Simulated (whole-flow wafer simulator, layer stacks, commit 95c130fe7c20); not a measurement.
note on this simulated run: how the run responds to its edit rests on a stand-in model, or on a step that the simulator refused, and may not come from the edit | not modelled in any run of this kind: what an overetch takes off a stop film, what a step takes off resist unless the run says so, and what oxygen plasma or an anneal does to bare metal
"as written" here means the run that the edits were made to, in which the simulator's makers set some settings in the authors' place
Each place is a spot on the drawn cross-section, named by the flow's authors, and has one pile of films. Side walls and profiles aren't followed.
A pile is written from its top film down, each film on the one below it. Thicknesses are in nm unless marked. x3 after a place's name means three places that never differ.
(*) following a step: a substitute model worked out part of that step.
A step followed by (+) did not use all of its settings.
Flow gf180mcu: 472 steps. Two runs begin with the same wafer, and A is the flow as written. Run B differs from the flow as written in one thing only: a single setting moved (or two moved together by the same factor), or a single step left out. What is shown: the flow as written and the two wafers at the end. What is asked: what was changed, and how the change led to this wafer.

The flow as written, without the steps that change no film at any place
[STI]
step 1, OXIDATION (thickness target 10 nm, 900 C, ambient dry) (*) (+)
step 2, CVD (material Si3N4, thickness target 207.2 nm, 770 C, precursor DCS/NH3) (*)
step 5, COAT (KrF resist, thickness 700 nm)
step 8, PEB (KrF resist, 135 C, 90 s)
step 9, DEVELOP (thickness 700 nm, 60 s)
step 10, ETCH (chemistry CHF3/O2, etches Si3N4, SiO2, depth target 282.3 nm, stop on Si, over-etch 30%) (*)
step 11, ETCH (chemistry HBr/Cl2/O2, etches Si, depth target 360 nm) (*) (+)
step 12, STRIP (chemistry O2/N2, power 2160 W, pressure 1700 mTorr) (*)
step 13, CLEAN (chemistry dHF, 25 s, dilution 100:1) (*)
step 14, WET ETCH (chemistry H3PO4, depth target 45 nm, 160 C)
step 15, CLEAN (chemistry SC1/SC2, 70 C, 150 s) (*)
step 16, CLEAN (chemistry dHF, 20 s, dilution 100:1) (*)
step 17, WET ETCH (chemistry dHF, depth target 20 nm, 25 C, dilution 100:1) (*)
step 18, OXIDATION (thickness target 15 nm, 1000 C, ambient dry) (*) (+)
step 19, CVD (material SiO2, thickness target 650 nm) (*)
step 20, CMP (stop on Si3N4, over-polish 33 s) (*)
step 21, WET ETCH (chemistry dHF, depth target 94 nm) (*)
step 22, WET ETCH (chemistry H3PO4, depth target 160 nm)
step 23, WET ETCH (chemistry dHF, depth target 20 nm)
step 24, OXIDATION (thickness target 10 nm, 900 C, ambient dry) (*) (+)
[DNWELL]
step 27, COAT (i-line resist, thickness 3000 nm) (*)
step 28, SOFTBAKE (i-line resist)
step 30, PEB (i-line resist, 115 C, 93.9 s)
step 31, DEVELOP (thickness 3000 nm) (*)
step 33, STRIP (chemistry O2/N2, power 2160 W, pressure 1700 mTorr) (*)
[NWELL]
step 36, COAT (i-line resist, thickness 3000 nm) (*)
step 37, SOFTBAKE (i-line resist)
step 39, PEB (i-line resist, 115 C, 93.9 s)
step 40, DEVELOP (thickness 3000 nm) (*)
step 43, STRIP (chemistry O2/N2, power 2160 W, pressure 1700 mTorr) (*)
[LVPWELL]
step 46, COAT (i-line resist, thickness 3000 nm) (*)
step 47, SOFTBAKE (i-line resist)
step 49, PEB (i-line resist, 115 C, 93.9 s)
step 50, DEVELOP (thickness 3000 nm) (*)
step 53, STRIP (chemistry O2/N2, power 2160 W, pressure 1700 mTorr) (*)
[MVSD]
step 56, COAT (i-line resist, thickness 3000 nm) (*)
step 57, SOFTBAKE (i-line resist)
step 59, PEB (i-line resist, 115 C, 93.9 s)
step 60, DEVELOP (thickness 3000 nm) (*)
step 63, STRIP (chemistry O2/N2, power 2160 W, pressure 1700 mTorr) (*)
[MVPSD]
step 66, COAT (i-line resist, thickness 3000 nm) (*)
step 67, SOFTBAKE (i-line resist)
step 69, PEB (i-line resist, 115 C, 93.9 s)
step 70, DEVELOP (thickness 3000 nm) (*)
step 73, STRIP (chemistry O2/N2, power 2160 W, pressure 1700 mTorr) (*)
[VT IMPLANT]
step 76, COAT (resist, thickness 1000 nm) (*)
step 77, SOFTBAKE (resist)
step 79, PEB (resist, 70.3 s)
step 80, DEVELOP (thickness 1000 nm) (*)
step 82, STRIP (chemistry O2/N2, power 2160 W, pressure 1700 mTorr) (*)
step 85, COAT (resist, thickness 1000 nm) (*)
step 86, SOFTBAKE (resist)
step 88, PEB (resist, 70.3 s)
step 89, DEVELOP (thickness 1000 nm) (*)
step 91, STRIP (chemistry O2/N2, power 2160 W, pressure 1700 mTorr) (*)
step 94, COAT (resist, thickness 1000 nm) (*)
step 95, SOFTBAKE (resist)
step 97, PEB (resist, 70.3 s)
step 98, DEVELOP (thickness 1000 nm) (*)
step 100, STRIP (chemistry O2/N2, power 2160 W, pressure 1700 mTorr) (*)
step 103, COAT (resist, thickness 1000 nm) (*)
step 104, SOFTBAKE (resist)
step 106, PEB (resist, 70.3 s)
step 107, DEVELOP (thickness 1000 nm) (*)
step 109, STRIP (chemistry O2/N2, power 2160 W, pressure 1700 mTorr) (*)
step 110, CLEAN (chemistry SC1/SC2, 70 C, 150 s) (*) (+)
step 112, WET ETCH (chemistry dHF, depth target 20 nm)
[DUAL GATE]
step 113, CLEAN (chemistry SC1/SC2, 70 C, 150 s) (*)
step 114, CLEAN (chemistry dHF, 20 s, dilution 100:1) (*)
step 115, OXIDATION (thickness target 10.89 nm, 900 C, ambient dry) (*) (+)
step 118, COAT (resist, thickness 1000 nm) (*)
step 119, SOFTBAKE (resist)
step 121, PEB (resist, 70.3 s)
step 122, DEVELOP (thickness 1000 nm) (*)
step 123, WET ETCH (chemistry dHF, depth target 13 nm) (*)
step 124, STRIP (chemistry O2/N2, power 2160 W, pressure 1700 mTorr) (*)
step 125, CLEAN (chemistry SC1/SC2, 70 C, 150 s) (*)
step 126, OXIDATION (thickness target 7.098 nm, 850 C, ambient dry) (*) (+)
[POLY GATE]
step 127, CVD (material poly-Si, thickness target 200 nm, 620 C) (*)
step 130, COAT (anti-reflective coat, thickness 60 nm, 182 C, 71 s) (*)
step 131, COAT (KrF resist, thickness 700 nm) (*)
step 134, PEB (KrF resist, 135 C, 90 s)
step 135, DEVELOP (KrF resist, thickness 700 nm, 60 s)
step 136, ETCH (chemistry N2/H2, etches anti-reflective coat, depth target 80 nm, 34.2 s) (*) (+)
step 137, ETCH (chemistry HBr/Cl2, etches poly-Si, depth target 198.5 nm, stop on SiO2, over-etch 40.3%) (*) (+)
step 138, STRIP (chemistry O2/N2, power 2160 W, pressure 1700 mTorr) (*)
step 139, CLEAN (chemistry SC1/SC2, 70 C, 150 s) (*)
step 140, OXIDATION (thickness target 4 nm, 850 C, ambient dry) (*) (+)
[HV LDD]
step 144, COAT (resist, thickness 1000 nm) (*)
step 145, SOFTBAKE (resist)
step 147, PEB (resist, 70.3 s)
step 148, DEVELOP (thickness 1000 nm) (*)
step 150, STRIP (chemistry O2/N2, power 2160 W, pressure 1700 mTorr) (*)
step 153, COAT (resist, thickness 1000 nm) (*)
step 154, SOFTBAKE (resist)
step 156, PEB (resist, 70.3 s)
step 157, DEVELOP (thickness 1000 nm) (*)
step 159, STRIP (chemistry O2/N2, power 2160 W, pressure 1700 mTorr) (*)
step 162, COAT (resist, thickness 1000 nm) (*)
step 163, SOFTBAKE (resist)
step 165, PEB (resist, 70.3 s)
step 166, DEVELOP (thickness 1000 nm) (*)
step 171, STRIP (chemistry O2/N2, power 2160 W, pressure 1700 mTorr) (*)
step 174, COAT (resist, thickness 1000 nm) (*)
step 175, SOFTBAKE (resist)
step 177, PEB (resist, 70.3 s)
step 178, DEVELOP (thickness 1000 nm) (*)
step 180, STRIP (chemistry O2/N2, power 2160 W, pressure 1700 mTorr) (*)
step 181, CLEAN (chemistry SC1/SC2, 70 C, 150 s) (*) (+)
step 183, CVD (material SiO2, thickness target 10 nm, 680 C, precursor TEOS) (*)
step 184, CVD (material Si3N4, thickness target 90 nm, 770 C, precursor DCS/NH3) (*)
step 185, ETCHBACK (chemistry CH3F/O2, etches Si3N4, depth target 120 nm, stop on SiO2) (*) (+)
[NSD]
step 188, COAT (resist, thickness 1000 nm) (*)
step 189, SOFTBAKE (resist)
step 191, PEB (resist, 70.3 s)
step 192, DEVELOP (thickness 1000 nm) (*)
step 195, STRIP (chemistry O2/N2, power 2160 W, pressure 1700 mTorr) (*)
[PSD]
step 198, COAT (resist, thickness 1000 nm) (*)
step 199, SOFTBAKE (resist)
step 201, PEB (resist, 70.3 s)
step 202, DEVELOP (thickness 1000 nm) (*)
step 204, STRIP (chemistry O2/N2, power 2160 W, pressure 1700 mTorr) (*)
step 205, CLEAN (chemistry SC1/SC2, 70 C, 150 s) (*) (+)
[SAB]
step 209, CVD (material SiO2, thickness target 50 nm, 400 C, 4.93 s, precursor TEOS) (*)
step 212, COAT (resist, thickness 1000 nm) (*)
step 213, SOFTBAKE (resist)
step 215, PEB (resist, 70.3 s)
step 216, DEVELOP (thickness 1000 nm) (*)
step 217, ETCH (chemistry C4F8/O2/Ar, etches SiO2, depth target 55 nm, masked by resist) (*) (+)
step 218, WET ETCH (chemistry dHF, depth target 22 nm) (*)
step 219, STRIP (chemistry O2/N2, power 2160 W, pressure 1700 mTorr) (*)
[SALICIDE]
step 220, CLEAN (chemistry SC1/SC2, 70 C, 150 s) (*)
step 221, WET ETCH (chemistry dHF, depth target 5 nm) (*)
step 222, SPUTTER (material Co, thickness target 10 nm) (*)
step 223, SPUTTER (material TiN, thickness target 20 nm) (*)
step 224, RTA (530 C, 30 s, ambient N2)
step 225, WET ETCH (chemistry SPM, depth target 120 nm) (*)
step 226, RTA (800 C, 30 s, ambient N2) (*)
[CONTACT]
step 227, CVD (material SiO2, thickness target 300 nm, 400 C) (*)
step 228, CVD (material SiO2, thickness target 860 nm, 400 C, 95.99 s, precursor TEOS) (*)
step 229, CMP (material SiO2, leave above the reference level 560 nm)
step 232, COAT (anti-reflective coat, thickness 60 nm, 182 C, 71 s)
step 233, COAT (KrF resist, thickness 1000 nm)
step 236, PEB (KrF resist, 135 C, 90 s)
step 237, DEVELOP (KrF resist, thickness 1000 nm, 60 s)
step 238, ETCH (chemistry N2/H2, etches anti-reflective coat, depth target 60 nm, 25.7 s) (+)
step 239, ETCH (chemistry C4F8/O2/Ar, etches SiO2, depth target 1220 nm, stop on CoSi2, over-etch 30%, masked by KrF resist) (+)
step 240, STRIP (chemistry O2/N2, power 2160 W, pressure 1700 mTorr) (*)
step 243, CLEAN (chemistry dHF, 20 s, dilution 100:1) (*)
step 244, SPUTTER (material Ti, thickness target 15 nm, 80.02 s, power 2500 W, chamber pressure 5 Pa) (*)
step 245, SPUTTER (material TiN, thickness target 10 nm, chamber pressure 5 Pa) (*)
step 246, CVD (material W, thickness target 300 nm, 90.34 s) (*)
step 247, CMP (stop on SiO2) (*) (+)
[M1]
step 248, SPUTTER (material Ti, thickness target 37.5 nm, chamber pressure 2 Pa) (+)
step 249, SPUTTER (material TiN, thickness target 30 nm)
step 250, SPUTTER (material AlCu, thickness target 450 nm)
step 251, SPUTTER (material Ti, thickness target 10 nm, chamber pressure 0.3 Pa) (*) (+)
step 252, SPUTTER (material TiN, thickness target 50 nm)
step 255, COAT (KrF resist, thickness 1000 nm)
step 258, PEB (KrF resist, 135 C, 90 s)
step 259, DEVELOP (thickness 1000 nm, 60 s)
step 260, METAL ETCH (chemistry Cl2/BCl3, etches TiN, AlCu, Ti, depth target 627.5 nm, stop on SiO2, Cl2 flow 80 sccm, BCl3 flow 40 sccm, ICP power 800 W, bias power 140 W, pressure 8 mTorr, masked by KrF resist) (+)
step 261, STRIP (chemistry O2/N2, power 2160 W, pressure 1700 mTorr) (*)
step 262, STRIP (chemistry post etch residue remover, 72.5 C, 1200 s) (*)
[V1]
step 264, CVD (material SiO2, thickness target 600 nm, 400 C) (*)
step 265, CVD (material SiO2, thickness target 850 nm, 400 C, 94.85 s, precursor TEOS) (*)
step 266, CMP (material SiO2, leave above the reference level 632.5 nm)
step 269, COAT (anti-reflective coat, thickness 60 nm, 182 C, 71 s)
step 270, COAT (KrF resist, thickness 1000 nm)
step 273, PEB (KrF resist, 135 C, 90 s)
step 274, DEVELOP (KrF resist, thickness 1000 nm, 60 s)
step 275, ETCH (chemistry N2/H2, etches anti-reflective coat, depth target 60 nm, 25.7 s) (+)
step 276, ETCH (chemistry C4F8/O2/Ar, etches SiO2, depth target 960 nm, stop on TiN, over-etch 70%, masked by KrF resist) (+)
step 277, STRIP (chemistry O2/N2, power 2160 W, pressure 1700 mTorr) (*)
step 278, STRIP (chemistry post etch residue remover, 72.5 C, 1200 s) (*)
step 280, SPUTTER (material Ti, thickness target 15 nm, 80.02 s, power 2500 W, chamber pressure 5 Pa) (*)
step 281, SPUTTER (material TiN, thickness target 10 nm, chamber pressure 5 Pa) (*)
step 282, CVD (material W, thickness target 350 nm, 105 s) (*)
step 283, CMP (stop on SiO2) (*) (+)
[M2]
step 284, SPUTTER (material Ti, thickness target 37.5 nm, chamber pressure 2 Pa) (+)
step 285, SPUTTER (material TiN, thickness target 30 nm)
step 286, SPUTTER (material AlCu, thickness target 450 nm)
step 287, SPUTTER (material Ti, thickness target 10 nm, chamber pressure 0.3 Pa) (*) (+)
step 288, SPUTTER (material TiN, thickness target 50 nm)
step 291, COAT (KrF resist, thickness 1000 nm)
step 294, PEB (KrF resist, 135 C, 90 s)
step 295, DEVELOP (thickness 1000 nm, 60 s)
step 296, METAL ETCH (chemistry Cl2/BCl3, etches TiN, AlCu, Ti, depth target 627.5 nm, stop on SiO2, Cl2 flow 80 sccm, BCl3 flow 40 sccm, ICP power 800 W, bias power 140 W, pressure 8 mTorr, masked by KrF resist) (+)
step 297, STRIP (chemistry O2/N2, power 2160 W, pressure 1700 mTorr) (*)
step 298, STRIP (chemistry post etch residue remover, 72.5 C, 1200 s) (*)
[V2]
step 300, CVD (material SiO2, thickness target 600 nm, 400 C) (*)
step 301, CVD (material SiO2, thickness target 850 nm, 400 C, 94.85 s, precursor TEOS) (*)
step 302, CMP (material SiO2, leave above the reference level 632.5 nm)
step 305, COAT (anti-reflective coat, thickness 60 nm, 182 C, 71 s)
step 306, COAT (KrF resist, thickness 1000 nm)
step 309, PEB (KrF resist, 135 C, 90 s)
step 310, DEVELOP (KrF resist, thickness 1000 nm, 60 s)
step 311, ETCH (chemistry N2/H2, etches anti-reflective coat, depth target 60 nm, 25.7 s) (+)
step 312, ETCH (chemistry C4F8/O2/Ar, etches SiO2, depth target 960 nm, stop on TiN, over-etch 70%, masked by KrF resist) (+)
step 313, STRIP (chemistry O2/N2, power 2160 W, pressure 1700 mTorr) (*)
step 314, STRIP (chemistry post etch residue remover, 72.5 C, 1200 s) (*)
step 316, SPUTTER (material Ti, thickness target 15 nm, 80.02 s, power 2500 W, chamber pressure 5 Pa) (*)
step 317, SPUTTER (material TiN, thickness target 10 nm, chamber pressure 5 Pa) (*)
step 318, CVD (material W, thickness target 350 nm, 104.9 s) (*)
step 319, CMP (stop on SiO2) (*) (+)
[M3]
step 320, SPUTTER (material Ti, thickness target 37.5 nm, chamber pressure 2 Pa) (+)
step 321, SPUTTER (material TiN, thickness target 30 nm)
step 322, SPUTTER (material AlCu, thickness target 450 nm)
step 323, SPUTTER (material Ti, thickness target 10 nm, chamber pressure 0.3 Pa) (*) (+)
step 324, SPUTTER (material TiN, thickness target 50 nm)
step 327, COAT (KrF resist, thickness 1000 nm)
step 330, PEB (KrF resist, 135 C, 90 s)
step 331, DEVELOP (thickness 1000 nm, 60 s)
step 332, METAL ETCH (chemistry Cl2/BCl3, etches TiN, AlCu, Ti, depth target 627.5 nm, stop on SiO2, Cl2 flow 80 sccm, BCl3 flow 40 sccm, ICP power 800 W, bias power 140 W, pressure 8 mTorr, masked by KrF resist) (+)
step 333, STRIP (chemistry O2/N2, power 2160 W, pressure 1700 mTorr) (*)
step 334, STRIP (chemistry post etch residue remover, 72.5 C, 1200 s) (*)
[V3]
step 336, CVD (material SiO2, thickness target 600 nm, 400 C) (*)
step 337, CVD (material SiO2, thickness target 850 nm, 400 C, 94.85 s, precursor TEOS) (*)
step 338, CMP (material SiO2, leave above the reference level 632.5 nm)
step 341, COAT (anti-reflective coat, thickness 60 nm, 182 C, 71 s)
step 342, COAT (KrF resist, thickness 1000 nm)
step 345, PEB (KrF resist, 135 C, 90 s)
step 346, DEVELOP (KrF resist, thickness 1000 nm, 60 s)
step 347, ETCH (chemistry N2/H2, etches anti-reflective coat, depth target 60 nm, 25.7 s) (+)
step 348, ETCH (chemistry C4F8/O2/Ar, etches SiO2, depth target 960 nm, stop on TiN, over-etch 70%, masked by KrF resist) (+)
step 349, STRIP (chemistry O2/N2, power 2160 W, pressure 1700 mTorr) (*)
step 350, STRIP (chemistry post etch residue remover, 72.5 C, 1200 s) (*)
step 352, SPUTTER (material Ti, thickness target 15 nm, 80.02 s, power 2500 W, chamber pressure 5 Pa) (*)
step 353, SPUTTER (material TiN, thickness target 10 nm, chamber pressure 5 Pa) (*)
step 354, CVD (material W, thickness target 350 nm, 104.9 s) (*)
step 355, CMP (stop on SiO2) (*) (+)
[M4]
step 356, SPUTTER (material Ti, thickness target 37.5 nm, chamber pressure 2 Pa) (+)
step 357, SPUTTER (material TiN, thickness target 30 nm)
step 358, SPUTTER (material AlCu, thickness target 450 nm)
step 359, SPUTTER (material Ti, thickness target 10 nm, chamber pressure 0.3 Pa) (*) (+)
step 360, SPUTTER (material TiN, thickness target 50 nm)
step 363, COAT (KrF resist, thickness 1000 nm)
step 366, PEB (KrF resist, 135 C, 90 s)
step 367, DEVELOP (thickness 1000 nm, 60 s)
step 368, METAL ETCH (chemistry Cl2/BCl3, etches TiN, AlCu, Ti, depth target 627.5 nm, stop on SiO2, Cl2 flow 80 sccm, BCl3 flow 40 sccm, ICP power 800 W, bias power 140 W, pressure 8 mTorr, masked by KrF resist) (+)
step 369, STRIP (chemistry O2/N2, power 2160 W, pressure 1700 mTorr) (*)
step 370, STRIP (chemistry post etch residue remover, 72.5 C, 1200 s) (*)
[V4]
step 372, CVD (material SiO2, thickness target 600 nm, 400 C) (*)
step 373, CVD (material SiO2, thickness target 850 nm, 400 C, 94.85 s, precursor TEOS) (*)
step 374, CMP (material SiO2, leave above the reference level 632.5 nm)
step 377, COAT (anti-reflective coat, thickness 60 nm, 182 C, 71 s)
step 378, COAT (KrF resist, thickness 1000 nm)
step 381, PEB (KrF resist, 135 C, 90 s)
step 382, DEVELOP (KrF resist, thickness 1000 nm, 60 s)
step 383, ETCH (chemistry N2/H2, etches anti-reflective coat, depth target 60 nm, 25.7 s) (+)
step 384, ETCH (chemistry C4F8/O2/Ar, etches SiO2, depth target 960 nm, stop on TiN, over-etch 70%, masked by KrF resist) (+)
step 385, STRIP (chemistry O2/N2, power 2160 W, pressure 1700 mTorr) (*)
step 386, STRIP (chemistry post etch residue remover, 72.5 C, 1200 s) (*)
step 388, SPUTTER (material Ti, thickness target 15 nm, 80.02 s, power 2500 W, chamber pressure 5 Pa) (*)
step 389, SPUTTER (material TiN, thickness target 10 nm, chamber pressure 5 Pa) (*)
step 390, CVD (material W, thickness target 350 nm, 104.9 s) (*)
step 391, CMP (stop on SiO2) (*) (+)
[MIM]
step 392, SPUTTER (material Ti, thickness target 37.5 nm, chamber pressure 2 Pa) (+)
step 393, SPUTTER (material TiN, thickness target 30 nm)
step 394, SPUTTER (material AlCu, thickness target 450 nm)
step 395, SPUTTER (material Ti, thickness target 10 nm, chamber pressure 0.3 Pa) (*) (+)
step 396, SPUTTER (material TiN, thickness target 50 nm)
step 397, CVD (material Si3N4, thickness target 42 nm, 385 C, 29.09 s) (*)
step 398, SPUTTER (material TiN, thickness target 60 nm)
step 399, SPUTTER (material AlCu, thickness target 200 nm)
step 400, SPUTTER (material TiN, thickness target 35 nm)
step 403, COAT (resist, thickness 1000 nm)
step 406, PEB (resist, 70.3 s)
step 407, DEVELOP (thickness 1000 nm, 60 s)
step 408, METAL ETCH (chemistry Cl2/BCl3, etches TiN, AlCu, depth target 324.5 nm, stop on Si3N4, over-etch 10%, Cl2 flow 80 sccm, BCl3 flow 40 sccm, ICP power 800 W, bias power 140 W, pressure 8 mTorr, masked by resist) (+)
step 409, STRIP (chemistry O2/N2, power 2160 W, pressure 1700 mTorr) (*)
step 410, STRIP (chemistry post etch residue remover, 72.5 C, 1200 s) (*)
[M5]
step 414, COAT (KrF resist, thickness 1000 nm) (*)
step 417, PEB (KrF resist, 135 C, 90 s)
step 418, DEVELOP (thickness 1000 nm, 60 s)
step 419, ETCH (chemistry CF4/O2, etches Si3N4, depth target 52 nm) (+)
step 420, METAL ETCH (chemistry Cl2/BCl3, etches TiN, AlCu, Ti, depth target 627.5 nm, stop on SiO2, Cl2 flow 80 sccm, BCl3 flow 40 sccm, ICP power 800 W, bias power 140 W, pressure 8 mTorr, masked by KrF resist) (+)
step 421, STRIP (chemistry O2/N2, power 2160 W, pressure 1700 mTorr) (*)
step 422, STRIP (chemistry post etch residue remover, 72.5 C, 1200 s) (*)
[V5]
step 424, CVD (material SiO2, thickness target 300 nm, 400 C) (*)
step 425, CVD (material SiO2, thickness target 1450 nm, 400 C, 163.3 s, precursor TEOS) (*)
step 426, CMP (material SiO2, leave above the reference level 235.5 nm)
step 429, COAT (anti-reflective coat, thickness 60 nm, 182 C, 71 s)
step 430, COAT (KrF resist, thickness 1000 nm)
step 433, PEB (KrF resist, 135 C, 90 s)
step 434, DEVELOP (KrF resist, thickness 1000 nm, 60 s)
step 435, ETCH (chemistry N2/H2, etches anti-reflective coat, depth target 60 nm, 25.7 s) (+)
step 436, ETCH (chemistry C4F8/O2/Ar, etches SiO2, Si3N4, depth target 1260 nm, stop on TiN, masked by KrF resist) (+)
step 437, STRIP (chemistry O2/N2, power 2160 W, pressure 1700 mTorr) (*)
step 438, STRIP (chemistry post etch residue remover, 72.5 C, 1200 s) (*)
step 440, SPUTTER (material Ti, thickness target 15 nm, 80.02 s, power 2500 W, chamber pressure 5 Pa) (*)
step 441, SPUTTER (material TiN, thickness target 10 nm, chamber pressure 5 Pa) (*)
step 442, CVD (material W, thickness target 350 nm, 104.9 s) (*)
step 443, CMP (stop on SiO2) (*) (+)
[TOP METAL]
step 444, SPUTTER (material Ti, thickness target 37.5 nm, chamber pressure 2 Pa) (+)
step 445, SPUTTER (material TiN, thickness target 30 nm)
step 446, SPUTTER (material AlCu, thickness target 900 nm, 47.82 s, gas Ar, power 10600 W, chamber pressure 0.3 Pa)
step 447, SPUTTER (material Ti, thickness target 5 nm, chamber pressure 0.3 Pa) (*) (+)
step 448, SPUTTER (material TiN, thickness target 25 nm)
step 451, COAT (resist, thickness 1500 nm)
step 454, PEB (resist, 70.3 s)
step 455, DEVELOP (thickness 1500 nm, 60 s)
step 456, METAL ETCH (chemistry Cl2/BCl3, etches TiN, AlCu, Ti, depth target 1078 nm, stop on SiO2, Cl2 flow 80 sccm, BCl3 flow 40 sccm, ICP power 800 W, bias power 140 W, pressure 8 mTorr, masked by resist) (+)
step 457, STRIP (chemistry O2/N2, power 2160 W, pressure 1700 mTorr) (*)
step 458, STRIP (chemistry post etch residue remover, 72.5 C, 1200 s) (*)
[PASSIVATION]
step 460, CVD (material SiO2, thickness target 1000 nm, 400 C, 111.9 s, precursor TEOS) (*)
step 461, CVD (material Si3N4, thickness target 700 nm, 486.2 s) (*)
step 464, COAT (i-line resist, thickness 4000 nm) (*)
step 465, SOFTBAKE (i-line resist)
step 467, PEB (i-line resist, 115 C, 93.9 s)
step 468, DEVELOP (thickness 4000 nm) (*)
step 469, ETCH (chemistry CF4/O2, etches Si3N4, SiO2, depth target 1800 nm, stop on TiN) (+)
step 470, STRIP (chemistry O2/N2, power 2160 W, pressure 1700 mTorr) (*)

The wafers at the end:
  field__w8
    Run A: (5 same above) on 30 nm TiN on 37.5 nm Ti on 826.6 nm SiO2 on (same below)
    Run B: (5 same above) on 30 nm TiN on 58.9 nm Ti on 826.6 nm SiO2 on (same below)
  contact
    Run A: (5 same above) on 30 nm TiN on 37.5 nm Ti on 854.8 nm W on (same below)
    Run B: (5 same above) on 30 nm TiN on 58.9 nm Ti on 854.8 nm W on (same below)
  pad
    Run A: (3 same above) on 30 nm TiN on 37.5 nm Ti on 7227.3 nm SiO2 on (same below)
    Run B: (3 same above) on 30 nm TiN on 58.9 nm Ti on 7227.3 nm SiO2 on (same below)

The reason: step 444, SPUTTER: thickness target 58.9 nm was run, whereas the flow has thickness target 37.5 nm.
The wafer lets one read it off: field__w8 has Ti 58.9, and step 444 as written asks for 37.5 nm.

Step by step, how the change led to this:
  step 444, SPUTTER (material Ti, thickness target 37.5 nm, chamber pressure 2 Pa) (+)
      field, field__w1, field__w2 and 109 more: A +37.5 Ti (new film) | B +58.9 Ti (new film)
  step 456, METAL ETCH (chemistry Cl2/BCl3, etches TiN, AlCu, Ti, depth target 1078 nm, stop on SiO2, Cl2 flow 80 sccm, BCl3 flow 40 sccm, ICP power 800 W, bias power 140 W, pressure 8 mTorr, masked by resist) (+)
      field, field__w1, field__w2 and 103 more: A -25 TiN (all of it), -5 Ti (all of it), -900 AlCu (all of it), -30 TiN (all of it), -37.5 Ti (all of it) | B -25 TiN (all of it), -5 Ti (all of it), -900 AlCu (all of it), -30 TiN (all of it), -58.9 Ti (all of it)
  step 465, SOFTBAKE (i-line resist)
      gate: A +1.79 i-line resist | B -0.2 i-line resist
      ld_acc_p, ld_fp_p, ld_drift_p: A +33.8 i-line resist | B +27.8 i-line resist
      (as well as at 62 more places)
